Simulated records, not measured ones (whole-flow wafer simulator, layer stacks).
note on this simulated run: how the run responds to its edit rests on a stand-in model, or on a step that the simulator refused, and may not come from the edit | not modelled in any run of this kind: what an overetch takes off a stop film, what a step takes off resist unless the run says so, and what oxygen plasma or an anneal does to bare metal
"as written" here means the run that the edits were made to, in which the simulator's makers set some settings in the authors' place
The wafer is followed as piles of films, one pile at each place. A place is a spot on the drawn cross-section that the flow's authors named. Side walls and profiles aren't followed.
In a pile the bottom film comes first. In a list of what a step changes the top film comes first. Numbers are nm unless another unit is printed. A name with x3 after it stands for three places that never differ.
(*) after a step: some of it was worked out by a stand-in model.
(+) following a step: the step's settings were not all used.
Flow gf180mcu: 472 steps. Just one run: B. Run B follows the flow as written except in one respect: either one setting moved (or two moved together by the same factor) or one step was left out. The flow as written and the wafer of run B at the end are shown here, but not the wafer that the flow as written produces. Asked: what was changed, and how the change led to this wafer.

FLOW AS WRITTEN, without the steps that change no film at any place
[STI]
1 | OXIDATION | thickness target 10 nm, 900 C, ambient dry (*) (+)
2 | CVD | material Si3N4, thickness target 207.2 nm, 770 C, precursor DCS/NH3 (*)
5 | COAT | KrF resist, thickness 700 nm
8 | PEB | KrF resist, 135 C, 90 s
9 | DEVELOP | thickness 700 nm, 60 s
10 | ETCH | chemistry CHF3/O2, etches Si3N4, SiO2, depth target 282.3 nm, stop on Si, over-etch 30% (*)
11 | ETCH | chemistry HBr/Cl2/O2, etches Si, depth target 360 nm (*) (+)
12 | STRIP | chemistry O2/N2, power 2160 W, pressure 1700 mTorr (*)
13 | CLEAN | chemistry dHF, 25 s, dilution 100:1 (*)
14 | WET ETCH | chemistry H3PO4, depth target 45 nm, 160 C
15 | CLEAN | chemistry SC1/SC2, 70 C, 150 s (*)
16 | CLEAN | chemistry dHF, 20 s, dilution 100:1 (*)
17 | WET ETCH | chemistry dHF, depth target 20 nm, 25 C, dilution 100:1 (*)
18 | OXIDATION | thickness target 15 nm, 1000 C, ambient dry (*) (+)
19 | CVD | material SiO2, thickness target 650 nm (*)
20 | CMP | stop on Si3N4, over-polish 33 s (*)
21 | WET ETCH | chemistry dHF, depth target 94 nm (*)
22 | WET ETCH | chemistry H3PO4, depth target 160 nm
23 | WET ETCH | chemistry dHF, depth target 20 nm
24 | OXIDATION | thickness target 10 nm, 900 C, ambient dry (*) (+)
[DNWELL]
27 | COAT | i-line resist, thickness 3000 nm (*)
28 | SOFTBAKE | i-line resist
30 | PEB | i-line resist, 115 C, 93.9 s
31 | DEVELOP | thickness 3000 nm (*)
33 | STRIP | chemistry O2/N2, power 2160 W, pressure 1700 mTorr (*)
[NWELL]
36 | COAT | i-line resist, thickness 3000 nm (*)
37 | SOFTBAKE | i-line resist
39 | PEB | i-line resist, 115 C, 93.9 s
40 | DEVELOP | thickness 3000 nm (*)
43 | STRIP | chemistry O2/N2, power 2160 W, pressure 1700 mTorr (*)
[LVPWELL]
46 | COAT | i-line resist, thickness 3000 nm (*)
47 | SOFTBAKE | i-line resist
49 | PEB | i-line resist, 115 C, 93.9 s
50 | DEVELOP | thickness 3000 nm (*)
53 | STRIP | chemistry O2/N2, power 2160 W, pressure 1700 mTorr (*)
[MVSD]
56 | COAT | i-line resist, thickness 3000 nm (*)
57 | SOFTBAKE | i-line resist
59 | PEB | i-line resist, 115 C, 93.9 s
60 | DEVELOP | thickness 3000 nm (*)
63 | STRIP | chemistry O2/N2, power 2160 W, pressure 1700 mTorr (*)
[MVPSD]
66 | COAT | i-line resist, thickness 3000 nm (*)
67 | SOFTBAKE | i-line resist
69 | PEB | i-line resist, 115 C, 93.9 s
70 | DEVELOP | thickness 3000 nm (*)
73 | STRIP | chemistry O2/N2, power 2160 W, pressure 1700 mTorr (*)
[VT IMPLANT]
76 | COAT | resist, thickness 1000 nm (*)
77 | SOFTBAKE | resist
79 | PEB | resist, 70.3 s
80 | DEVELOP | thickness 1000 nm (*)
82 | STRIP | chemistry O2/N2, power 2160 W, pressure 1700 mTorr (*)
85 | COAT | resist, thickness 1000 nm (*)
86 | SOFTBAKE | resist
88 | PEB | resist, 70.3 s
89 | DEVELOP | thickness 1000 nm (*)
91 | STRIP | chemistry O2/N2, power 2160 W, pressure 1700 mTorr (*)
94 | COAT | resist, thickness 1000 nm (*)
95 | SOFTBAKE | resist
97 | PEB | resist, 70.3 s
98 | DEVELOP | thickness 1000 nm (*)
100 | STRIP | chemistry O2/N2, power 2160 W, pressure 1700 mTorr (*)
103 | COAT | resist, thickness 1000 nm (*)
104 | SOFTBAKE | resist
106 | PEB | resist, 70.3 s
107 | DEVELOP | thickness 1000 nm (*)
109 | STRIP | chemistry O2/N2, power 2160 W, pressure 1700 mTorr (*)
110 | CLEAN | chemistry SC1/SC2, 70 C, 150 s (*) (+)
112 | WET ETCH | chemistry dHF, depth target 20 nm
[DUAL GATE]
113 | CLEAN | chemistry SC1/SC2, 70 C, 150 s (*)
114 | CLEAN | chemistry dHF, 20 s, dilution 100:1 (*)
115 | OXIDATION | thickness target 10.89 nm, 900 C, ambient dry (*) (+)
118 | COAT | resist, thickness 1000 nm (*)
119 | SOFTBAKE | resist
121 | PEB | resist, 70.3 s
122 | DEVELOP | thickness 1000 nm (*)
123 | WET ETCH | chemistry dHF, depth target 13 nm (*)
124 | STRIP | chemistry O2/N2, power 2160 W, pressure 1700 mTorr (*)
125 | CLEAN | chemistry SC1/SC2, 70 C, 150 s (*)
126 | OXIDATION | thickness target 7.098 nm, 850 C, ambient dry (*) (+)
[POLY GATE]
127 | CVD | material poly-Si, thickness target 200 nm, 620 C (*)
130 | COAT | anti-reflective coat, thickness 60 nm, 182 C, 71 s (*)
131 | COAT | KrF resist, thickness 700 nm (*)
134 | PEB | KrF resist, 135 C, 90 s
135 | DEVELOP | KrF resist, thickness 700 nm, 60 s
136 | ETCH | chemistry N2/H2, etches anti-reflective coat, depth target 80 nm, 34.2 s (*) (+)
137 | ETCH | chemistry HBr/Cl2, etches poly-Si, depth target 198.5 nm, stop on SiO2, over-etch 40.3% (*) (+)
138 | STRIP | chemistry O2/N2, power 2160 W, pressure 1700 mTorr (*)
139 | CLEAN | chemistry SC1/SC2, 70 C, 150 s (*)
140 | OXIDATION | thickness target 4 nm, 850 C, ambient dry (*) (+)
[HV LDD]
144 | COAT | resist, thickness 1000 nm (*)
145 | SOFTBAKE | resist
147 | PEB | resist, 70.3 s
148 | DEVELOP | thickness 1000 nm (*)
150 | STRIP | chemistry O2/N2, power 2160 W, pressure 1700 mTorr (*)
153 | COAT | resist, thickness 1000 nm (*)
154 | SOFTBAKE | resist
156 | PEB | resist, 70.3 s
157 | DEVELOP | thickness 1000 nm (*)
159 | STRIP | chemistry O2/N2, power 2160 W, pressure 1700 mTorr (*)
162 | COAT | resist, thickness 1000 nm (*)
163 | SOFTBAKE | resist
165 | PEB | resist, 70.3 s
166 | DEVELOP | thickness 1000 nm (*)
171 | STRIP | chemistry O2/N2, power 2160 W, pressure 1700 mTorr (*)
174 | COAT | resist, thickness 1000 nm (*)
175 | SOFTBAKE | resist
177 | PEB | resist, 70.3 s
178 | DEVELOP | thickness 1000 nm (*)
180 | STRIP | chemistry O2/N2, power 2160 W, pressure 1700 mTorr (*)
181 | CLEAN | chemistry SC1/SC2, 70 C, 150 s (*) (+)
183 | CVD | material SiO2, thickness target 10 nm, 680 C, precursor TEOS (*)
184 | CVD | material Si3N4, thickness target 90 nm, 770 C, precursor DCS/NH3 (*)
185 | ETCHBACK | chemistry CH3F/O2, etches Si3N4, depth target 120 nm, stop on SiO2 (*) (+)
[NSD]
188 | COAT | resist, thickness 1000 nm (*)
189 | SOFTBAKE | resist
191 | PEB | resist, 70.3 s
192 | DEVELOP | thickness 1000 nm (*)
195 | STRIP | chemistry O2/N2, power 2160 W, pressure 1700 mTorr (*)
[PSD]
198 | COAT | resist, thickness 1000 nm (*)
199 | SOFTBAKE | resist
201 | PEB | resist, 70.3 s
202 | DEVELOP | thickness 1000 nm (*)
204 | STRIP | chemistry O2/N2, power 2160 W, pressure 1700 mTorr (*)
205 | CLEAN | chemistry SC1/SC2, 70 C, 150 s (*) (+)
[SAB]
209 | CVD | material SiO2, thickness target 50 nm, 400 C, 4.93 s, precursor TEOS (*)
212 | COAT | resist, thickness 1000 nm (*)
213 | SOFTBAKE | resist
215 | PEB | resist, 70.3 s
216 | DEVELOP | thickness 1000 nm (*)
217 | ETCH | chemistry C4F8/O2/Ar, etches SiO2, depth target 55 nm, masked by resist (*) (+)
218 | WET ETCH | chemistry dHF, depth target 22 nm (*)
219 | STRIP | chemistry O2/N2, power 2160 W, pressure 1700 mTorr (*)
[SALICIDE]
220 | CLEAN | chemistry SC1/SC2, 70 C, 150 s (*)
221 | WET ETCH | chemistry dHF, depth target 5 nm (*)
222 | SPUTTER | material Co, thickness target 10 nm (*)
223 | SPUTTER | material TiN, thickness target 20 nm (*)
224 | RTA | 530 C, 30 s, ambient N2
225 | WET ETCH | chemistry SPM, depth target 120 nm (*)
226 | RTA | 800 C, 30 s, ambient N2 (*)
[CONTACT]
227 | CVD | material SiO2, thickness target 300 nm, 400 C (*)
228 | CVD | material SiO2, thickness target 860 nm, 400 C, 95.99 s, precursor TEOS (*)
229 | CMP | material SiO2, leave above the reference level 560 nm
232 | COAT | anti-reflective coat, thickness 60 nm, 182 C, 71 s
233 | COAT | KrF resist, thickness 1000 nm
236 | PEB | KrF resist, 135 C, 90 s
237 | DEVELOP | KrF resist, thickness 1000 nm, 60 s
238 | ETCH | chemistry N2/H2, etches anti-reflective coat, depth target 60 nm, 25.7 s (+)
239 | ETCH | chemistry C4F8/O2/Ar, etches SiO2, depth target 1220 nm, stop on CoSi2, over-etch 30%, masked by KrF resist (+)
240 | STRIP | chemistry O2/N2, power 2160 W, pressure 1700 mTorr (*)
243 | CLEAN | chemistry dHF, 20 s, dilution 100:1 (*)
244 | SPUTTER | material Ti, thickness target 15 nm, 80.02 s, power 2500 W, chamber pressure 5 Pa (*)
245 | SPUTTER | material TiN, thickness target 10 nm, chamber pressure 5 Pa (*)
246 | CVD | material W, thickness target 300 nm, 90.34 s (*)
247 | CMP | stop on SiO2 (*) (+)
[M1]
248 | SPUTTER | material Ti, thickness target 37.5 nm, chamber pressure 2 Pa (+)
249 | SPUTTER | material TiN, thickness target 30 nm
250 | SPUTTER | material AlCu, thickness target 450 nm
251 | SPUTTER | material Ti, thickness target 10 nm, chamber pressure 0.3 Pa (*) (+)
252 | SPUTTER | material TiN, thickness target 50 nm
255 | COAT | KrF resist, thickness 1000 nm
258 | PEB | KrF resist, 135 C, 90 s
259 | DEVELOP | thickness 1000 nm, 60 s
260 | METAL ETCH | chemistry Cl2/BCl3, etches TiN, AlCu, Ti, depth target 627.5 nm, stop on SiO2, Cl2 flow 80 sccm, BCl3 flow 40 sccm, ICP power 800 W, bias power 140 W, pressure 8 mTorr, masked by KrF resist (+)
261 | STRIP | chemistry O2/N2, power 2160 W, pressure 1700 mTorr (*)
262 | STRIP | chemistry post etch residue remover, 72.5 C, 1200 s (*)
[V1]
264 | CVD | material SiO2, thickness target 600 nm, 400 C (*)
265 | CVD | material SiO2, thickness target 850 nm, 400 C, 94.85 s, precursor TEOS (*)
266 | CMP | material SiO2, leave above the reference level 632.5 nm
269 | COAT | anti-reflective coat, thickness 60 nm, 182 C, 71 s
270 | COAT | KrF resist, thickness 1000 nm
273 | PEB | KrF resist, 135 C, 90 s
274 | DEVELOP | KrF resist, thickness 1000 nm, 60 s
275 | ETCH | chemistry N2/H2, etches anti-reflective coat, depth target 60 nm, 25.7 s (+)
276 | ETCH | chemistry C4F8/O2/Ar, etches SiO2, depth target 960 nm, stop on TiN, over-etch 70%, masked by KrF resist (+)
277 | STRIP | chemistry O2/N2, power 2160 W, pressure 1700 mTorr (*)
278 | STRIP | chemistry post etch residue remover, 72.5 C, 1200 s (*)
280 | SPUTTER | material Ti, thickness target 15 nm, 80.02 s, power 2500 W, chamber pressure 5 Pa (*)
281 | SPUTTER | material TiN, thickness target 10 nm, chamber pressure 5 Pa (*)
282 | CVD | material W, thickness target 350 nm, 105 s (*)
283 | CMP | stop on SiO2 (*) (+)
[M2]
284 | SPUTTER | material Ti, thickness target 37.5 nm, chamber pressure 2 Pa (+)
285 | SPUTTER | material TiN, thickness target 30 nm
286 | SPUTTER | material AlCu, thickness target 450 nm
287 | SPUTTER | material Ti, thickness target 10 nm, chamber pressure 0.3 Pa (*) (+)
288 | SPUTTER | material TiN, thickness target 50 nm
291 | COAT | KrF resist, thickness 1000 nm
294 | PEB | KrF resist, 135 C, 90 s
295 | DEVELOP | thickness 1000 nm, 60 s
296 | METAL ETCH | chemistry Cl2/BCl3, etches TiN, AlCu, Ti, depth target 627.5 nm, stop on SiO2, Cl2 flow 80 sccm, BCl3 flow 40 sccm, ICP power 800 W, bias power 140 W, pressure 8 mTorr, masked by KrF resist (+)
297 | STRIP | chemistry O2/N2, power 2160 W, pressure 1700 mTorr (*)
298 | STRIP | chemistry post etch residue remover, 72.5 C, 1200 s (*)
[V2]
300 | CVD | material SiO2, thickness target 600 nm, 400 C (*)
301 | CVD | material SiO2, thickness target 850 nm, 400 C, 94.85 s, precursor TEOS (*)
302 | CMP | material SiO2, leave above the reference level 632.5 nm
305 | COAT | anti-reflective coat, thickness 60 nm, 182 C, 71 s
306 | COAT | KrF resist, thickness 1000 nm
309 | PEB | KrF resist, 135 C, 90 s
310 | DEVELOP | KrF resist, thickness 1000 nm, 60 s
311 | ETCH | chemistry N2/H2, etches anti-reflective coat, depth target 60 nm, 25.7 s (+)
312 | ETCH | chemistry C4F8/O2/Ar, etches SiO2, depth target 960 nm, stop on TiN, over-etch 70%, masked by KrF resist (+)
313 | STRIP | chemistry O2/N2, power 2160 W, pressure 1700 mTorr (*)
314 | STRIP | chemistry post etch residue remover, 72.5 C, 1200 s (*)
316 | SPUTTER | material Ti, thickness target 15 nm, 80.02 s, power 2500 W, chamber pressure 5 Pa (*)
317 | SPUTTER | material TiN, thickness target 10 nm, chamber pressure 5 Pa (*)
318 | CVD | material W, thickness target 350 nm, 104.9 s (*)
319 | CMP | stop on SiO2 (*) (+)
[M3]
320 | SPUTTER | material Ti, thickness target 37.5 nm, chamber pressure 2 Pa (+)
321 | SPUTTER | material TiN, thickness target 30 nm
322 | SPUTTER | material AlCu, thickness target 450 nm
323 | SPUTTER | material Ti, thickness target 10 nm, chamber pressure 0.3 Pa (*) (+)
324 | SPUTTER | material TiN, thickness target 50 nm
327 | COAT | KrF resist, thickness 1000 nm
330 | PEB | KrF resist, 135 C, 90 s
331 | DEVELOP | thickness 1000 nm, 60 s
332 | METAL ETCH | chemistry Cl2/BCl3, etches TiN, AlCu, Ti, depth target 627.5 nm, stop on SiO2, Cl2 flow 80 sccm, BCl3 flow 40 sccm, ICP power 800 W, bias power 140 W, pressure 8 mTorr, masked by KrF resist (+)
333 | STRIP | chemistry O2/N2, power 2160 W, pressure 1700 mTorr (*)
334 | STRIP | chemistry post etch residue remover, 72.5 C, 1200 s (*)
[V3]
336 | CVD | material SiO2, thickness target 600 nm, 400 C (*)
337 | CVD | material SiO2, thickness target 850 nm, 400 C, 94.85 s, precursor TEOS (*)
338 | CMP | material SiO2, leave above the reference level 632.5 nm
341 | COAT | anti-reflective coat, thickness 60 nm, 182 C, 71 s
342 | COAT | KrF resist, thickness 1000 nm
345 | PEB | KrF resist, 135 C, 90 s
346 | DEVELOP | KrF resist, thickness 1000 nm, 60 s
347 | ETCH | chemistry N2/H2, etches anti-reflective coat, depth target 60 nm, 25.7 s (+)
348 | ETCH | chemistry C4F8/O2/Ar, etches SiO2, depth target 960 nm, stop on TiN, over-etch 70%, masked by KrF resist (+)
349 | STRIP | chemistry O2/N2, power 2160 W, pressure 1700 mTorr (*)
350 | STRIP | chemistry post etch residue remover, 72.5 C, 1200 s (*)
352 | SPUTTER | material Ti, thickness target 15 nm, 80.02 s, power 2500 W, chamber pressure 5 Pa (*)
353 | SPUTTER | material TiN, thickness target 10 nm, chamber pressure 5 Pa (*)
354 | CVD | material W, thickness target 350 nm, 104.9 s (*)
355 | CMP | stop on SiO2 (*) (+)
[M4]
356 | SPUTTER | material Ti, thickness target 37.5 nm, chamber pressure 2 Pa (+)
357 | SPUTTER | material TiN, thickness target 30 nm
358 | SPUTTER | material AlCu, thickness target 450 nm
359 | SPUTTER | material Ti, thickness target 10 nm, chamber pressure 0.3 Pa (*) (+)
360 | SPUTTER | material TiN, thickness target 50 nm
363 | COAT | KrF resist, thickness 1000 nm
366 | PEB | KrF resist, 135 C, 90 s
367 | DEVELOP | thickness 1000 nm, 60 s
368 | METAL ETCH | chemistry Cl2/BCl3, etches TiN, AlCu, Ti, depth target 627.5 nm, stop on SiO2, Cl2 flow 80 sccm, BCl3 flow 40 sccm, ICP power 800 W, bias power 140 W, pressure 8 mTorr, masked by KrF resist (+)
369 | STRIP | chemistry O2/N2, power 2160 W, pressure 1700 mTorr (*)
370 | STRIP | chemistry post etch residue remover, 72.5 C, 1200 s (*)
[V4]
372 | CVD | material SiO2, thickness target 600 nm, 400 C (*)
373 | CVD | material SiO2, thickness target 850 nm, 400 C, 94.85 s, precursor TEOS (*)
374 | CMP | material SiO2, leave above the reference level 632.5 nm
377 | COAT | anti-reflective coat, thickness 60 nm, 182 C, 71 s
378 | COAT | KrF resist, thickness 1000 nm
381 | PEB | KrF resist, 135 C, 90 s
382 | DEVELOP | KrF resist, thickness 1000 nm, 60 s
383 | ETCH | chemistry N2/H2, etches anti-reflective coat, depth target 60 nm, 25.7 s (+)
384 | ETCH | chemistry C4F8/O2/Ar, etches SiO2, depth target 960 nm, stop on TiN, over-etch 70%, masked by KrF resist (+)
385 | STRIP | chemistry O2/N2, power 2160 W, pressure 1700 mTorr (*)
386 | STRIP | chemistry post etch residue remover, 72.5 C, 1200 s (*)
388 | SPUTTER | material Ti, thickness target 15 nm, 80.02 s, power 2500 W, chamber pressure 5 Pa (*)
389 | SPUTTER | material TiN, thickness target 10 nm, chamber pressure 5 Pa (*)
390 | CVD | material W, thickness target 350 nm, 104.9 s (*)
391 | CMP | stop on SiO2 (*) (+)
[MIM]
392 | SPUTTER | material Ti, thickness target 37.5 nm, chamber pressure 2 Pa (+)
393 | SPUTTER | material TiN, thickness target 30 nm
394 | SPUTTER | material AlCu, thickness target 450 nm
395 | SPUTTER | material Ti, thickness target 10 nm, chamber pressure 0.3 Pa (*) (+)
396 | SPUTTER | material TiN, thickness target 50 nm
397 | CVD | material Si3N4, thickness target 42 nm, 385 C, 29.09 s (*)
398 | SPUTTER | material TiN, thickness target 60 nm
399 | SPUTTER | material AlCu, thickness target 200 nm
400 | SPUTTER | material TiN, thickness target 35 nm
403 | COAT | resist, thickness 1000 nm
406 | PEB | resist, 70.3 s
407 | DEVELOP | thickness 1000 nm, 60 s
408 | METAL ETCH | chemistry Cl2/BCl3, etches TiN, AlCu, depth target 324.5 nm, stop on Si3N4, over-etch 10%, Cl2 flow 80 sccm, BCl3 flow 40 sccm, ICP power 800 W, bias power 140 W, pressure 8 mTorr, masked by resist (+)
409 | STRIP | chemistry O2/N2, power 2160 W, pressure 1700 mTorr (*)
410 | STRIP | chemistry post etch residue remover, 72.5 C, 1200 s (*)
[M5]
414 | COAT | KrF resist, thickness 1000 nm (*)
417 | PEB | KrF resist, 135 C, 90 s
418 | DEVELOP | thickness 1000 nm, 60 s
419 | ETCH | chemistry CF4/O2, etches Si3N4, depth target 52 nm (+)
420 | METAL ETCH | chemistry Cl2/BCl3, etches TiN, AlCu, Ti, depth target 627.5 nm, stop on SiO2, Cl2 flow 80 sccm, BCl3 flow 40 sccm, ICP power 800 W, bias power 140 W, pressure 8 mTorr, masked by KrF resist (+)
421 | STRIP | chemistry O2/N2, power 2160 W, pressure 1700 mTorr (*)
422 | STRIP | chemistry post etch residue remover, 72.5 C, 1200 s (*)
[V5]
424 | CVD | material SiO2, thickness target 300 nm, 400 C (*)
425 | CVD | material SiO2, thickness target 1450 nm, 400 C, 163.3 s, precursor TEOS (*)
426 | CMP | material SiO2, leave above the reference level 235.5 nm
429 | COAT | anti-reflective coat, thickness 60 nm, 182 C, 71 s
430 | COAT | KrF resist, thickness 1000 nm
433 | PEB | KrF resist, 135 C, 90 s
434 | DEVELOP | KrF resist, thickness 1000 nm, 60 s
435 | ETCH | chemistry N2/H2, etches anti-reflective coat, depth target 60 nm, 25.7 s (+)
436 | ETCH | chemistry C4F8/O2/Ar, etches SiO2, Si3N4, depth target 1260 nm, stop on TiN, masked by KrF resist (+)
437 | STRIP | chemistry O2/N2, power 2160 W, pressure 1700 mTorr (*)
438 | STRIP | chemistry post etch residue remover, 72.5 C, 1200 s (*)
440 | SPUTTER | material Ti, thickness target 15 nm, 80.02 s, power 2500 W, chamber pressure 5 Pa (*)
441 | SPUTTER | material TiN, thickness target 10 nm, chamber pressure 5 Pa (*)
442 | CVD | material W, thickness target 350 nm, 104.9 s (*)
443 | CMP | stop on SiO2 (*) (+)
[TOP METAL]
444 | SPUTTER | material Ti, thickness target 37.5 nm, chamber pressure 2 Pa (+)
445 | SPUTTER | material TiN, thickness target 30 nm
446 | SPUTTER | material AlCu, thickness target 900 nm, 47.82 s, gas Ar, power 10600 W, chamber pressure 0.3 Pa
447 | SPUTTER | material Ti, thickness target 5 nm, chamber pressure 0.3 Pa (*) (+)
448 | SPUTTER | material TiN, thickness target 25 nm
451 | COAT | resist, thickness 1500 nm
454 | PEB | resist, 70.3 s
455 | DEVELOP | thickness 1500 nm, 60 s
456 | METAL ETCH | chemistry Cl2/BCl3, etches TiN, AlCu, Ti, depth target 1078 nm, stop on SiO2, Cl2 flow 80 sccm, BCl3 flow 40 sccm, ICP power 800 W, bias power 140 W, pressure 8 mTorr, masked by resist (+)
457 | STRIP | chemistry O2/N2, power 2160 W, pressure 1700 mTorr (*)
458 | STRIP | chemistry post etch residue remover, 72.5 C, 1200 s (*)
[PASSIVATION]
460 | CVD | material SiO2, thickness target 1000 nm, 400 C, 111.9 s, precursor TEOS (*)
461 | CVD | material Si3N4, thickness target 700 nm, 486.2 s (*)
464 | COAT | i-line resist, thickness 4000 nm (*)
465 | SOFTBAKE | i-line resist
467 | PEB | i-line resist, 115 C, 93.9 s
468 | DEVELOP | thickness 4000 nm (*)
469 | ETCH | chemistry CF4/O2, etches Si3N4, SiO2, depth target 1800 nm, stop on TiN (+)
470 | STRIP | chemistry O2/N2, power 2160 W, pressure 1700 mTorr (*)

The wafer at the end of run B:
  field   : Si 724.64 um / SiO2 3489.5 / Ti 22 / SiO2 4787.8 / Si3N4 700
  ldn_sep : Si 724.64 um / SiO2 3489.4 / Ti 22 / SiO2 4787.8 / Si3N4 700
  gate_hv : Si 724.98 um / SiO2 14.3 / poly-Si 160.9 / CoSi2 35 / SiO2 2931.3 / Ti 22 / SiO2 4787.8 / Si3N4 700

What caused this: step 322, SPUTTER: thickness target 522 nm was run, whereas the flow has thickness target 450 nm.

How this came from the change, step by step:
  322 | SPUTTER | material AlCu, thickness target 450 nm
      field, field__w1, field__w2 and 108 more: +522 AlCu (new film) (in the flow as written it would be: +450 AlCu (new film))
  332 | METAL ETCH | chemistry Cl2/BCl3, etches TiN, AlCu, Ti, depth target 627.5 nm, stop on SiO2, Cl2 flow 80 sccm, BCl3 flow 40 sccm, ICP power 800 W, bias power 140 W, pressure 8 mTorr, masked by KrF resist (+)
      field, field__w1, field__w2 and 103 more: -50 TiN (all of it), -10 Ti (all of it), -522 AlCu (all of it), -30 TiN (all of it), -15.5 Ti (in the flow as written it would be: -50 TiN (all of it), -10 Ti (all of it), -450 AlCu (all of it), -30 TiN (all of it), -37.5 Ti (all of it))
  336 | CVD | material SiO2, thickness target 600 nm, 400 C (*)
      field, field__w1, field__w2 and 103 more: +600 SiO2 (new film) (in the flow as written it would be: +600 SiO2)
  338 | CMP | material SiO2, leave above the reference level 632.5 nm
      field, field__w1, field__w2 and 103 more: -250 SiO2 (in the flow as written it would be: -300 SiO2)
Taking metal films that touch as one body, field has 1 body; the flow as written gives 0 bodies.
Taking metal films that touch as one body, ldn_sep has 1 body; the flow as written gives 0 bodies.
Taking metal films that touch as one body, gate_hv has 2 bodies (between them, from the top down: SiO2 2931.3); the flow as written gives 1 body.
